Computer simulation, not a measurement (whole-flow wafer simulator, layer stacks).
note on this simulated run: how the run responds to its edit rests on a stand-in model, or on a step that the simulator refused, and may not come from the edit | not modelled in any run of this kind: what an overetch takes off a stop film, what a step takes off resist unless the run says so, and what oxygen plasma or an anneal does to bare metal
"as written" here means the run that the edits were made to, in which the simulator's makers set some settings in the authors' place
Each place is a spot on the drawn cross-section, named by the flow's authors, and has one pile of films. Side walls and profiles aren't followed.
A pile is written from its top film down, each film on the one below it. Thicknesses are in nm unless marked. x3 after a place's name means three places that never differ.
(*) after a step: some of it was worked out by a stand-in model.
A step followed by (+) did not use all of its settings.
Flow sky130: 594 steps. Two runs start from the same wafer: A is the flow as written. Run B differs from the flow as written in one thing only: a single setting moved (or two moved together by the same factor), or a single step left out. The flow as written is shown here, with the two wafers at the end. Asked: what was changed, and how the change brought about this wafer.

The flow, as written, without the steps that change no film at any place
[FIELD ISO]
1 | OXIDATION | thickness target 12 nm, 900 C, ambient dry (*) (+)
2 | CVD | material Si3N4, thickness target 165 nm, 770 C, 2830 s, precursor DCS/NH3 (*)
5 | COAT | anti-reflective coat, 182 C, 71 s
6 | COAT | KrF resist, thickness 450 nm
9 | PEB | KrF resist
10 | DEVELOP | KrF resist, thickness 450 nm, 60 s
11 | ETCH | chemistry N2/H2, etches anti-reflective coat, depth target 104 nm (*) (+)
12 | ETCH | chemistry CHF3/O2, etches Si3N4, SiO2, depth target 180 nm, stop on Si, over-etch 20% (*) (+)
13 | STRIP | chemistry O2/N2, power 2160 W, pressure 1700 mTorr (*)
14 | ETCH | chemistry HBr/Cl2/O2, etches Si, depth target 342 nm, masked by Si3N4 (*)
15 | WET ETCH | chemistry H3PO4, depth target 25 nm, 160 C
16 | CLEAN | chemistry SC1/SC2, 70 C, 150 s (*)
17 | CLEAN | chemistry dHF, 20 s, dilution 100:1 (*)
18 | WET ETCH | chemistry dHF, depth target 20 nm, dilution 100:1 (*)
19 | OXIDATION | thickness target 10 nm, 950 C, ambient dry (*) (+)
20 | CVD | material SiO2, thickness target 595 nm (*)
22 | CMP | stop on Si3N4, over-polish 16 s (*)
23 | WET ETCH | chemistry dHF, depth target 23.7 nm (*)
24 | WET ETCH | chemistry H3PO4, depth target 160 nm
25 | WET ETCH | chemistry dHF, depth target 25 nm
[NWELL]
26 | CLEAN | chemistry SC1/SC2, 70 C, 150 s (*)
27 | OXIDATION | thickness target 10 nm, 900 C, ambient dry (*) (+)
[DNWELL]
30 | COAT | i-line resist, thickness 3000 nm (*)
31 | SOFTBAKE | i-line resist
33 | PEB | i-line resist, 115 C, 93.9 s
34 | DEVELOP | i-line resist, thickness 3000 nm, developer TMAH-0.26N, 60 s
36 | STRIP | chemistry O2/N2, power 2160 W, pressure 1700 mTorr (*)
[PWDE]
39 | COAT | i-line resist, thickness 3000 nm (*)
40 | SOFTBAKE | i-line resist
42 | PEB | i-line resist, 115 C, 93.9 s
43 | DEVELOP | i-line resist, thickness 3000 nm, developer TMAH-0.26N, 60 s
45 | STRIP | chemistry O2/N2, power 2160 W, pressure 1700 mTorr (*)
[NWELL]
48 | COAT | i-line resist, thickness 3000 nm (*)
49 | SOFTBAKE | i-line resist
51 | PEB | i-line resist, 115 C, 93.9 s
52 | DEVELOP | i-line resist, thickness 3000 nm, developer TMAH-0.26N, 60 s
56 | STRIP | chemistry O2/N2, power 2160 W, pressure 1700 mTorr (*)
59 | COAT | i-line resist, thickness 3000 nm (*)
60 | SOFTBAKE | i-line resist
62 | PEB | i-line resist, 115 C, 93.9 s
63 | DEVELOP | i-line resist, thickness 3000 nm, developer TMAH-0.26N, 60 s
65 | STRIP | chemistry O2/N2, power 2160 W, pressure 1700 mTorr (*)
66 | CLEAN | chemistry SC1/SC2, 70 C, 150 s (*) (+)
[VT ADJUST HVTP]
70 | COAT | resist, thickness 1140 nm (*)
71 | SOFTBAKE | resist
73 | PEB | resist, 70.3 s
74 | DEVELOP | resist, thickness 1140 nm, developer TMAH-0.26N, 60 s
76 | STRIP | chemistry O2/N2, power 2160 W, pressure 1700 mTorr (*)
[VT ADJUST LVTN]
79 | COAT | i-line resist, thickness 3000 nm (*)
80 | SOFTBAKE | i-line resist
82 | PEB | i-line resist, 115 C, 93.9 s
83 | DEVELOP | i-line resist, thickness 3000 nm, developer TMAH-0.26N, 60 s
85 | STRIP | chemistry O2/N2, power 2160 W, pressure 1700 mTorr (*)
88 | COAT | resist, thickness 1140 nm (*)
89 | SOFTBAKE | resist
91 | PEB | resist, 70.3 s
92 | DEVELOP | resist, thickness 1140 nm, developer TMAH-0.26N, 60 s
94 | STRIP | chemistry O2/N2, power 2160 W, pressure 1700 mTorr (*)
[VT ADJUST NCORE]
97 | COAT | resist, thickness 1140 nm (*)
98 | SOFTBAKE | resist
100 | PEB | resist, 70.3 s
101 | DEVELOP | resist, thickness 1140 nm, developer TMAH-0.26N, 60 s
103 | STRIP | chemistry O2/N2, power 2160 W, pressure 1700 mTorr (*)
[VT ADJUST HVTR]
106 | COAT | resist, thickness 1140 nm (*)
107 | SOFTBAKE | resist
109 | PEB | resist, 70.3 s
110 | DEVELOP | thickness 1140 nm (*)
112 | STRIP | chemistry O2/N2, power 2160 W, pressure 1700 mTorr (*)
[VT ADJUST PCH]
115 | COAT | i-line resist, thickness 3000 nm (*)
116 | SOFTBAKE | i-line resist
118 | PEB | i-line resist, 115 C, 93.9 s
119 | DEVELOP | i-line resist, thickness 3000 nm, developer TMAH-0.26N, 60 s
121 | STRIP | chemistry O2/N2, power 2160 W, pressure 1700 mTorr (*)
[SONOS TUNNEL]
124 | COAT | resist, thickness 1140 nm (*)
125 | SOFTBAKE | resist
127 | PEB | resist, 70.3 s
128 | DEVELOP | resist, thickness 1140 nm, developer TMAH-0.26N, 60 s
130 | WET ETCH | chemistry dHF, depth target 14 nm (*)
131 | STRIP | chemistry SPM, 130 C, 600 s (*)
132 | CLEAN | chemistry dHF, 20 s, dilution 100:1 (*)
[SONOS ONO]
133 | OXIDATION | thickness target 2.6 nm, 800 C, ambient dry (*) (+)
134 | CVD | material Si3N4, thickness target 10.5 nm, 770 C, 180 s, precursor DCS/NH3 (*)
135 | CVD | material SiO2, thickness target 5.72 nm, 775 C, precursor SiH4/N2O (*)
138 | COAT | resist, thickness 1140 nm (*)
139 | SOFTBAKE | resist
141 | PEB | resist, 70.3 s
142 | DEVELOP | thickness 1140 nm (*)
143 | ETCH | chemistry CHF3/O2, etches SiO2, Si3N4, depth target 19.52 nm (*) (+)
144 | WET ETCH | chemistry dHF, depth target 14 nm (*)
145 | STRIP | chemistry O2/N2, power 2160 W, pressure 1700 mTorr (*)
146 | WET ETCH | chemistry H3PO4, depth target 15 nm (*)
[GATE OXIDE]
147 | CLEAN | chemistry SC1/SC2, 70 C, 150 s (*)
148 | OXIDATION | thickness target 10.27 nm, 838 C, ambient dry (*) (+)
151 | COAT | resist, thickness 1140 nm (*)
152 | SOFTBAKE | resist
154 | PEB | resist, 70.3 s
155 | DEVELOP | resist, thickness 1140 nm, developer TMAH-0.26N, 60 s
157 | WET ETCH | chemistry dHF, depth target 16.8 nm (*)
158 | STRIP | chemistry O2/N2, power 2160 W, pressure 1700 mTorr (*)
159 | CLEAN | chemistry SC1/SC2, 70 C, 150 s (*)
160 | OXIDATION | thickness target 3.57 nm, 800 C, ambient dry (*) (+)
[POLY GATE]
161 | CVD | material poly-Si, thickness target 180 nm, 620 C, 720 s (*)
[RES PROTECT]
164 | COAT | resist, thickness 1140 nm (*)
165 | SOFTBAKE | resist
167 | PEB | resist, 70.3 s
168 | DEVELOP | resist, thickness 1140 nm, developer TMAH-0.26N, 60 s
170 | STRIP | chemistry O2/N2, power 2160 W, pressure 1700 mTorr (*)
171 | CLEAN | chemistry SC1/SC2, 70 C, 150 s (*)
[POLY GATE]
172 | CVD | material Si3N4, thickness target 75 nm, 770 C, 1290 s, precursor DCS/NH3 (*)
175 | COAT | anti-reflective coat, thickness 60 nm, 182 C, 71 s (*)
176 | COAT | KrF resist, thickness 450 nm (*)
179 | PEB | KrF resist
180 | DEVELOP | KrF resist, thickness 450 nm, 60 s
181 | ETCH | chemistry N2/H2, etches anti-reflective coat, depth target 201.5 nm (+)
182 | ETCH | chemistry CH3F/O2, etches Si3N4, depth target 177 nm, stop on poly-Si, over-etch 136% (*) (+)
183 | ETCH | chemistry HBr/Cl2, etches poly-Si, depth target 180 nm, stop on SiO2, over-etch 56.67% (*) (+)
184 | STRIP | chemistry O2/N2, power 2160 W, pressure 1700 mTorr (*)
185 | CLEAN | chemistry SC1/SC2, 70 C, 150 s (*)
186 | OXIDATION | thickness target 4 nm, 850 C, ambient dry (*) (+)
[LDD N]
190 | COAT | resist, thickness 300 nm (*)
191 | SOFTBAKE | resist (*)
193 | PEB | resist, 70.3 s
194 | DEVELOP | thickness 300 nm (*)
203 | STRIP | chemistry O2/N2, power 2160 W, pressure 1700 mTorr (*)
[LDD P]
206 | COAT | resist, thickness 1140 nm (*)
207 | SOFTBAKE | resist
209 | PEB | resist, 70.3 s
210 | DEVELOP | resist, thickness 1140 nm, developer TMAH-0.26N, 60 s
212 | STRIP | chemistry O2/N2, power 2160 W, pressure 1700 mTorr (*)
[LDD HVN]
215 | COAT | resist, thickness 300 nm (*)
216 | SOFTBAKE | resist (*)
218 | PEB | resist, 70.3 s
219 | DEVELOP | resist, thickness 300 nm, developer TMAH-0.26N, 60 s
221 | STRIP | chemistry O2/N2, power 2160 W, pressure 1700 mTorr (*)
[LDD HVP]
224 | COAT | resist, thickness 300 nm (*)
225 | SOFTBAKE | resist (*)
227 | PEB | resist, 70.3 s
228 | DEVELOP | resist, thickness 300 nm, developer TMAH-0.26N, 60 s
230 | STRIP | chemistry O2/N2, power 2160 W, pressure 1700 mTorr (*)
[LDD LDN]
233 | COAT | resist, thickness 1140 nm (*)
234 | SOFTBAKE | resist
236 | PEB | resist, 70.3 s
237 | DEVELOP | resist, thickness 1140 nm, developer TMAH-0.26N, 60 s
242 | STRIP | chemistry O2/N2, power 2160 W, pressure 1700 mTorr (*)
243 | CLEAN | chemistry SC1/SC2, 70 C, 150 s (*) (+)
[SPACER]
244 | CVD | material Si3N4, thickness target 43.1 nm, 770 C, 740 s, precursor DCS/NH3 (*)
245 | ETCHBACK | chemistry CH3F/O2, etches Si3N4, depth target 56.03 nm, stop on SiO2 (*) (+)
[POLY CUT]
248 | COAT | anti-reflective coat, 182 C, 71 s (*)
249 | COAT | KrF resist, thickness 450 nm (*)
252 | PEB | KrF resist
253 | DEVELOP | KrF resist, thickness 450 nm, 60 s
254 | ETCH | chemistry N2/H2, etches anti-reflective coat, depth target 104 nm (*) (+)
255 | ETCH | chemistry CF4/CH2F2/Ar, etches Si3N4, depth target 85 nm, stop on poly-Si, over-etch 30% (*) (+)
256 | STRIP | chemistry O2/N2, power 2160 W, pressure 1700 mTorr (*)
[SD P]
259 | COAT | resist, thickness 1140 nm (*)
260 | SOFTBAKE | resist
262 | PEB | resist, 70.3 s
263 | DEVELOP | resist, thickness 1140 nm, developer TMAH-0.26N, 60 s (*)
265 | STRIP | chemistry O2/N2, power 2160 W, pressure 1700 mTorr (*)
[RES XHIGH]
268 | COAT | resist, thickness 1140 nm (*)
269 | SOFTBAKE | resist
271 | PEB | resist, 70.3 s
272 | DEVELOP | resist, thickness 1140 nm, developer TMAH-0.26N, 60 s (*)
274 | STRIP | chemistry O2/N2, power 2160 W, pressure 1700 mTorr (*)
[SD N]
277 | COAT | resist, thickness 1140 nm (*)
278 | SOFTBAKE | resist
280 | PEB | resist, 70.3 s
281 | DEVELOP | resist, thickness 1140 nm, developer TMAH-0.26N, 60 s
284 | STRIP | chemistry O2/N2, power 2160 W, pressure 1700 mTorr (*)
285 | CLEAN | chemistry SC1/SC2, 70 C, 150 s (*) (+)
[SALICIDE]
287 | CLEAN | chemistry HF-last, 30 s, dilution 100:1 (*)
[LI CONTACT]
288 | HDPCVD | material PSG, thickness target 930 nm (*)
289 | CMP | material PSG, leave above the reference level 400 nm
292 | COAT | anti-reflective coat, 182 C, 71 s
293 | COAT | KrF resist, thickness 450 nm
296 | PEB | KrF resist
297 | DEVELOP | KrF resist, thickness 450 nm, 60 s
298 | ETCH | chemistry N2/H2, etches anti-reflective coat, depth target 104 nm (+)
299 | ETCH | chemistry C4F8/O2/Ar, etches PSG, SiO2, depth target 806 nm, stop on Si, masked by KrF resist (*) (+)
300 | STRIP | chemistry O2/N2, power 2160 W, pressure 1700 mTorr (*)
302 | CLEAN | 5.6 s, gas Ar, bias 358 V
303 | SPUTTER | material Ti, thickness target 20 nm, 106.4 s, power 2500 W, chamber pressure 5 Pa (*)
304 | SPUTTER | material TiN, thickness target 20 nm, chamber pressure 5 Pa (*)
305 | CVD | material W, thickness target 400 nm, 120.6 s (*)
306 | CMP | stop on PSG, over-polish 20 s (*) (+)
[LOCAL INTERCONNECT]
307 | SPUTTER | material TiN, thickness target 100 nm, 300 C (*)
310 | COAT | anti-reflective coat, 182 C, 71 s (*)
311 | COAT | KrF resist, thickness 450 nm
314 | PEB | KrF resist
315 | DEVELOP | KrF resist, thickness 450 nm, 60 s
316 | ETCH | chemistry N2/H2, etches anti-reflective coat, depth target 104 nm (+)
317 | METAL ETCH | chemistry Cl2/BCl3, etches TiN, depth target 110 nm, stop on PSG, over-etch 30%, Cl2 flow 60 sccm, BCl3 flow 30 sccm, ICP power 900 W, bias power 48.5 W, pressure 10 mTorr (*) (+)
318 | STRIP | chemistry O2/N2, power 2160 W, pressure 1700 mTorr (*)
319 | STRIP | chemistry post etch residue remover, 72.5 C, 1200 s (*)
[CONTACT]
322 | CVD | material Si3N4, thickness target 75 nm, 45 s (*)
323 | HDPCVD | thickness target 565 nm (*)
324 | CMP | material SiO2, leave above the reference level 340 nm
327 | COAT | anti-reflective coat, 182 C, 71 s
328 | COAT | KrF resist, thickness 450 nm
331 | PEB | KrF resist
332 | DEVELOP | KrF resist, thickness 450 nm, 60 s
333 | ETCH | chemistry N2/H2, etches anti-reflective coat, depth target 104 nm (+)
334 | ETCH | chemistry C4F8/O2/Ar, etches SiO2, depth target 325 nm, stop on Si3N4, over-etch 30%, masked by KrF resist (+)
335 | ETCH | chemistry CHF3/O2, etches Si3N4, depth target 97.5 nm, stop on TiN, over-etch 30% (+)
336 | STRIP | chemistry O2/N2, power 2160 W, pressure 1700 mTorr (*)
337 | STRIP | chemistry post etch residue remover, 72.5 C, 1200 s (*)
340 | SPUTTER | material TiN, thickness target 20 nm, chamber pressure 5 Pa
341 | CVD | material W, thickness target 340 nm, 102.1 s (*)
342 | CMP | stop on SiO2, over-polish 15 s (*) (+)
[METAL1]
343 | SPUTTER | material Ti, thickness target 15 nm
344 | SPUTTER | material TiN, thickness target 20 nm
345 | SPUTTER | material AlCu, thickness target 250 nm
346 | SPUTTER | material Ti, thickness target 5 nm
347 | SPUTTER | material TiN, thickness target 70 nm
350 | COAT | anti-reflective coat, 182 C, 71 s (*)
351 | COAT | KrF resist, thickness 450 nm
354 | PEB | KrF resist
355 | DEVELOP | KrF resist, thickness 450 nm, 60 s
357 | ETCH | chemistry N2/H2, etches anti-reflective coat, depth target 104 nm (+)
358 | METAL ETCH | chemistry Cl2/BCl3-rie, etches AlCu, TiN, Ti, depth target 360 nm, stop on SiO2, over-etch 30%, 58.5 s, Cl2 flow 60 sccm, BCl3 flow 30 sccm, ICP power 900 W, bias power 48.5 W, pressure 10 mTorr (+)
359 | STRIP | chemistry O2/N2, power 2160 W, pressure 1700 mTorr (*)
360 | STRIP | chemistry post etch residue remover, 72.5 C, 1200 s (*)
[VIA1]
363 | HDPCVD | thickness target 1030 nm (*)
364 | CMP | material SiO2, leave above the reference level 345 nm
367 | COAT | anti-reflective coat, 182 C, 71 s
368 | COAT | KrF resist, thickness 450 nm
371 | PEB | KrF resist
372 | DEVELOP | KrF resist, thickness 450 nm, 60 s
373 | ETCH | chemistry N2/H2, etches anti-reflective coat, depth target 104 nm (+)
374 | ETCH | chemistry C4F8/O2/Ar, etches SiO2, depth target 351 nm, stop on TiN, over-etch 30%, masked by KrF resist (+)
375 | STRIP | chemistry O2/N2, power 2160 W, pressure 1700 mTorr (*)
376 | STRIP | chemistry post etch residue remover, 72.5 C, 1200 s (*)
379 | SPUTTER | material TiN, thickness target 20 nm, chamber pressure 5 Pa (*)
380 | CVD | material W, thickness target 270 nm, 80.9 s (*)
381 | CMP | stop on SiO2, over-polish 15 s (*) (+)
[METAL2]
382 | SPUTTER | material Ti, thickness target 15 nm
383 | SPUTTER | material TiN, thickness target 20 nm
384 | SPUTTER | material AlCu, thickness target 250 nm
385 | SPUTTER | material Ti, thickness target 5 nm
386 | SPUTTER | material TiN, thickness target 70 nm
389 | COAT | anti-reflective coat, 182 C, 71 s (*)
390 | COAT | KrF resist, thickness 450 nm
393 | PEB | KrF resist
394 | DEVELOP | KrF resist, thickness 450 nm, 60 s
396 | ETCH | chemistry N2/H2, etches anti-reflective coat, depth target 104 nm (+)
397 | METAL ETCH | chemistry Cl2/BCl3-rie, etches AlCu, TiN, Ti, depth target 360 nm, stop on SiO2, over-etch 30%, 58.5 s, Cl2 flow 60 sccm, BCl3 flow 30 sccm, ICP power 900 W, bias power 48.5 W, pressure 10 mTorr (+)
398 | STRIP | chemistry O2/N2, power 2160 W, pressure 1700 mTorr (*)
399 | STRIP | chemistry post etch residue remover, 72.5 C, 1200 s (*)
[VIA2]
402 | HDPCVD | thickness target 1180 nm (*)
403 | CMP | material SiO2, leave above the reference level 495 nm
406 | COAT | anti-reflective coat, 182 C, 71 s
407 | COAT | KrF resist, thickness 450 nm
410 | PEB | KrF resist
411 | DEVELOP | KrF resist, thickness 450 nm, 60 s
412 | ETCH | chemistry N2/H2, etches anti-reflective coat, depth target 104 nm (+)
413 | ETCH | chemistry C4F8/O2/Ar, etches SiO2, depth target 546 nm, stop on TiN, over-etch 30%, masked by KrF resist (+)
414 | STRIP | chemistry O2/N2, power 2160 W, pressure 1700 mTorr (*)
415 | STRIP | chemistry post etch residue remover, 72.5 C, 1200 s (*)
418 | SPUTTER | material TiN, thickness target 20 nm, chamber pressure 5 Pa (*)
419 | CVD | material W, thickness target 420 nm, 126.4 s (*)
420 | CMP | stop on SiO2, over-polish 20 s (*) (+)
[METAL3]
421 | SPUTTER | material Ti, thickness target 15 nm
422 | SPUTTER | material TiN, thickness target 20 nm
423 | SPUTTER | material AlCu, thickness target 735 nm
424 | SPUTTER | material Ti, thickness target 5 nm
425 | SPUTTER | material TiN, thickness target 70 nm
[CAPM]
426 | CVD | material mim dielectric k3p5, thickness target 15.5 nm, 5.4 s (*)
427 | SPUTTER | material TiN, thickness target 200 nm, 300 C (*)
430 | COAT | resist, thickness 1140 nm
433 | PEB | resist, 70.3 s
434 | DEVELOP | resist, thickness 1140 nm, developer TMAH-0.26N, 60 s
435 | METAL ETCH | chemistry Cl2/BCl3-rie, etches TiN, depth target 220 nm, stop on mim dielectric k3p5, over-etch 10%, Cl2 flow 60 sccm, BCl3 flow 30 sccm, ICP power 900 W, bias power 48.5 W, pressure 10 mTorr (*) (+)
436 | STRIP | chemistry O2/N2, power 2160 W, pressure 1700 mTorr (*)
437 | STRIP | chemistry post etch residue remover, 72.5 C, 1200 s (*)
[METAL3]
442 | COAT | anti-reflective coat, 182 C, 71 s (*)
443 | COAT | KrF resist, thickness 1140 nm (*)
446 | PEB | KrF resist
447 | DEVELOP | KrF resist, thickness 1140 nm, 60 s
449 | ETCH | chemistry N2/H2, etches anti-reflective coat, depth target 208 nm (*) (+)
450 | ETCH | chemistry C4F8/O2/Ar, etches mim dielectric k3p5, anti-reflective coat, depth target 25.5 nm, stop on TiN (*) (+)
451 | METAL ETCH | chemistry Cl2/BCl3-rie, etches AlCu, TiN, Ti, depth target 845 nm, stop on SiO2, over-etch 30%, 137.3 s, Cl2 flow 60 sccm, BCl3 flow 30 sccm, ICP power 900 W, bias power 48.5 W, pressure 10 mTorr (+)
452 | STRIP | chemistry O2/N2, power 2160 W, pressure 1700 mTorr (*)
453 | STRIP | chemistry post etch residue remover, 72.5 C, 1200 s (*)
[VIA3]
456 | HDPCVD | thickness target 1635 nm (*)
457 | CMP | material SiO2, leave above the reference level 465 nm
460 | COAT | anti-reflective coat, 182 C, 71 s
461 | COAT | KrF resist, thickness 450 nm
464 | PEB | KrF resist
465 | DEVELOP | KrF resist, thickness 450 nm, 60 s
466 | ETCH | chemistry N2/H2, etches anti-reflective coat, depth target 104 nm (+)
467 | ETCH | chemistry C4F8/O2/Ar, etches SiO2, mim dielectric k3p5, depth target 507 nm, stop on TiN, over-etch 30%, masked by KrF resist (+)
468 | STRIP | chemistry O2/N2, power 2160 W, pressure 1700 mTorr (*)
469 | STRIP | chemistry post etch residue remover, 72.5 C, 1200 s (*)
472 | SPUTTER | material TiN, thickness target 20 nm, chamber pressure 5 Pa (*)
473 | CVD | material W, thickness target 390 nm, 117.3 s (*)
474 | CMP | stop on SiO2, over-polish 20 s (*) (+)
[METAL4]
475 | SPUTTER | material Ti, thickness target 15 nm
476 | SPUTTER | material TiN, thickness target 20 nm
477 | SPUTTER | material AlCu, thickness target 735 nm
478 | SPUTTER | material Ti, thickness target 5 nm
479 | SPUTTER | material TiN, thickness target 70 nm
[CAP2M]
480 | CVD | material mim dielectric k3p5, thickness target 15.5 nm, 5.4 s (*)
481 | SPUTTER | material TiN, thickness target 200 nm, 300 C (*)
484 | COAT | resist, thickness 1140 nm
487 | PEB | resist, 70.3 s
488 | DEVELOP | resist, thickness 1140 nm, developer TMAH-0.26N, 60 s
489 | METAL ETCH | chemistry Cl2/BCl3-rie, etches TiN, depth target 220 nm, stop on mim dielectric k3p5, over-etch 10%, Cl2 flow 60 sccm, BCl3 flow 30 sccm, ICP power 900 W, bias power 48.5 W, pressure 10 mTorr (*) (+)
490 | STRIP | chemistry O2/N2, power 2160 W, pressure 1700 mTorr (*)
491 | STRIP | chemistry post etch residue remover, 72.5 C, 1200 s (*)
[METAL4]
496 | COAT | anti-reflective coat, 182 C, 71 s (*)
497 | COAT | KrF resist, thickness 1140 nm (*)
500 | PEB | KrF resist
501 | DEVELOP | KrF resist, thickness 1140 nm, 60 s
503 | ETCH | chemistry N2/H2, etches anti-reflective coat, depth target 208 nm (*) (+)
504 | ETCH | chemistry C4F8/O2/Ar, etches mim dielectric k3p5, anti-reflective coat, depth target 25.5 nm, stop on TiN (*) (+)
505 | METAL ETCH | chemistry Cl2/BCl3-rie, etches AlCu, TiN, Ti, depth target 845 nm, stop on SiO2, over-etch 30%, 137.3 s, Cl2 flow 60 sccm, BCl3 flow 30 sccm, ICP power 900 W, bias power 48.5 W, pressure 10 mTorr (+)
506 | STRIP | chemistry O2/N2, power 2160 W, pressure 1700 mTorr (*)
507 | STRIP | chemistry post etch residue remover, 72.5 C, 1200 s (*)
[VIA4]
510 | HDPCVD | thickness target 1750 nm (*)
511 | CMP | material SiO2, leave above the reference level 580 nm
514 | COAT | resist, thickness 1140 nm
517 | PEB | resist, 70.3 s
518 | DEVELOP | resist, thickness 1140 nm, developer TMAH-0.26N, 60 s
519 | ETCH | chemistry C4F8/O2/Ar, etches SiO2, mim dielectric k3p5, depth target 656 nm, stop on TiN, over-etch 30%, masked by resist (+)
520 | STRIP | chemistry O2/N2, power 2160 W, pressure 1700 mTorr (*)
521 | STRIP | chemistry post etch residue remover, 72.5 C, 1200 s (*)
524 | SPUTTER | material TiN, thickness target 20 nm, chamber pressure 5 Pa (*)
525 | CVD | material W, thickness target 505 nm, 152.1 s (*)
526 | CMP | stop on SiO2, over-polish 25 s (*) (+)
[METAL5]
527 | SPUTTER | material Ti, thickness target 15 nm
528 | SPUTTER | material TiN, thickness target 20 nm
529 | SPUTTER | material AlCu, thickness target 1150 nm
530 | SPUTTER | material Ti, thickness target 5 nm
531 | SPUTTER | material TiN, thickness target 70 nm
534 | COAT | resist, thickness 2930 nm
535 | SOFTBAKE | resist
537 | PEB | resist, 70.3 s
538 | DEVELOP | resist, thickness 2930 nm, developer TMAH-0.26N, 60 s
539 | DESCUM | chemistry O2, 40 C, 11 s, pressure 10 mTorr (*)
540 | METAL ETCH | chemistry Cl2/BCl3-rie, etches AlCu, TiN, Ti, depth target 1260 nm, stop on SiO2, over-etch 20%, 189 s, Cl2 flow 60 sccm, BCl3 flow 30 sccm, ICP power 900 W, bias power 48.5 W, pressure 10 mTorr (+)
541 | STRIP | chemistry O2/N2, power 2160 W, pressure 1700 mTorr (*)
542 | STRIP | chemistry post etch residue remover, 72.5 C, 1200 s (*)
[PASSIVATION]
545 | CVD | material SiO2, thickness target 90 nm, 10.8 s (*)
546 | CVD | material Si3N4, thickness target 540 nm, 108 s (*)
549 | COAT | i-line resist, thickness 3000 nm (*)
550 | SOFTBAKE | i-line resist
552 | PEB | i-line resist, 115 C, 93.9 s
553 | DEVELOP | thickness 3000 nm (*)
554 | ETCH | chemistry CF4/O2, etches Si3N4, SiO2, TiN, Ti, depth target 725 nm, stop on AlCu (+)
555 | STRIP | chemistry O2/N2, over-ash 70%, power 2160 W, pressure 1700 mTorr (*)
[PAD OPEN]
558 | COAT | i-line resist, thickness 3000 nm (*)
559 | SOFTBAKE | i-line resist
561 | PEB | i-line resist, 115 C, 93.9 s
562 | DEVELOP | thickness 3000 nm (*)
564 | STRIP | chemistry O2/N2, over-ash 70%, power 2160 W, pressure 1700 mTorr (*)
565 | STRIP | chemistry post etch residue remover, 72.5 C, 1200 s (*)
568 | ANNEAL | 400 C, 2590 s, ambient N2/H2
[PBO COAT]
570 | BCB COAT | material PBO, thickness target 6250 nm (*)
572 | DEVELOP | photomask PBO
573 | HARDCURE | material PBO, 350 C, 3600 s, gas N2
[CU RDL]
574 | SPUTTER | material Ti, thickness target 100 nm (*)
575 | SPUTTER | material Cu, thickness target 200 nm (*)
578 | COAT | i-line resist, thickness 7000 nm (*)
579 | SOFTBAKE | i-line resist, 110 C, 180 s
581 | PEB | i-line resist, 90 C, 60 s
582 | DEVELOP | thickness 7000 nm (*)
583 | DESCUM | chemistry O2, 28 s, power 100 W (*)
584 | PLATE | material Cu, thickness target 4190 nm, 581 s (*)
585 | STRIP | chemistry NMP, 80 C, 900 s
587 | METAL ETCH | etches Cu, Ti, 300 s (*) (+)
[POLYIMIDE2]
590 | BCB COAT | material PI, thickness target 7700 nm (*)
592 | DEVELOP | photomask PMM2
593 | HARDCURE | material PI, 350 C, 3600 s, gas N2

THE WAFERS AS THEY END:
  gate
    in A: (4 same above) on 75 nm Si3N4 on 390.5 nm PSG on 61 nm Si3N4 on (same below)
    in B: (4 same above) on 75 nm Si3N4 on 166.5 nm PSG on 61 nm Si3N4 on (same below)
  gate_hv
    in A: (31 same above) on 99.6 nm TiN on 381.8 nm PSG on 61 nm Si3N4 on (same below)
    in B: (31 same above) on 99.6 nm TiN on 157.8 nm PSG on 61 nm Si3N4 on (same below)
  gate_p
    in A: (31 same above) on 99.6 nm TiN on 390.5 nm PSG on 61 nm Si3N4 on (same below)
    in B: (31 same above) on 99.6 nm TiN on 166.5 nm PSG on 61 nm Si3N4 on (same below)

The reason: step 289, CMP: leave above the reference level 176 nm was run, though the flow has leave above the reference level 400 nm.

The path from the change to this, step by step:
  289 | CMP | material PSG, leave above the reference level 400 nm
      gate, spacer, gate_p and 34 more: A -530 PSG | B -754 PSG
      mim, vpp_sp, vpp_ln and 30 more: A -333.9 PSG | B -557.9 PSG
      (also at 122 further places)
  299 | ETCH | chemistry C4F8/O2/Ar, etches PSG, SiO2, depth target 806 nm, stop on Si, masked by KrF resist (*) (+)
      field, active, n_well and 184 more: A -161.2 KrF resist | B -126.2 KrF resist
      contact, ndiff_licon, ndiff_licon_cpp: A -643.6 PSG (all of it), -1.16 SiO2 (all of it) | B -419.6 PSG (all of it), -1.16 SiO2 (all of it)
      (also at 2 further places)
  300 | STRIP | chemistry O2/N2, power 2160 W, pressure 1700 mTorr (*)
      field, active, n_well and 184 more: A -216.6 KrF resist (all of it), -80 anti-reflective coat (all of it) | B -251.6 KrF resist (all of it), -80 anti-reflective coat (all of it)
  303 | SPUTTER | material Ti, thickness target 20 nm, 106.4 s, power 2500 W, chamber pressure 5 Pa (*)
      ndiff_licon: A +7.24 Ti (new film) | B +10.3 Ti (new film)
      ndiff_licon_cpp: A +6.53 Ti (new film) | B +9.27 Ti (new film)
      (also at 1 further place)
  304 | SPUTTER | material TiN, thickness target 20 nm, chamber pressure 5 Pa (*)
      ndiff_licon: A +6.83 TiN (new film) | B +9.84 TiN (new film)
      ndiff_licon_cpp: A +6.17 TiN (new film) | B +8.91 TiN (new film)
      (also at 1 further place)
  305 | CVD | material W, thickness target 400 nm, 120.6 s (*)
      ndiff_licon: A +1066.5 W (new film) | B +836.5 W (new film)
      ndiff_licon_cpp: A +1067.9 W (new film) | B +838.4 W (new film)
      (also at 1 further place)
  306 | CMP | stop on PSG, over-polish 20 s (*) (+)
      poly_licon: A -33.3 W | B -257.3 W
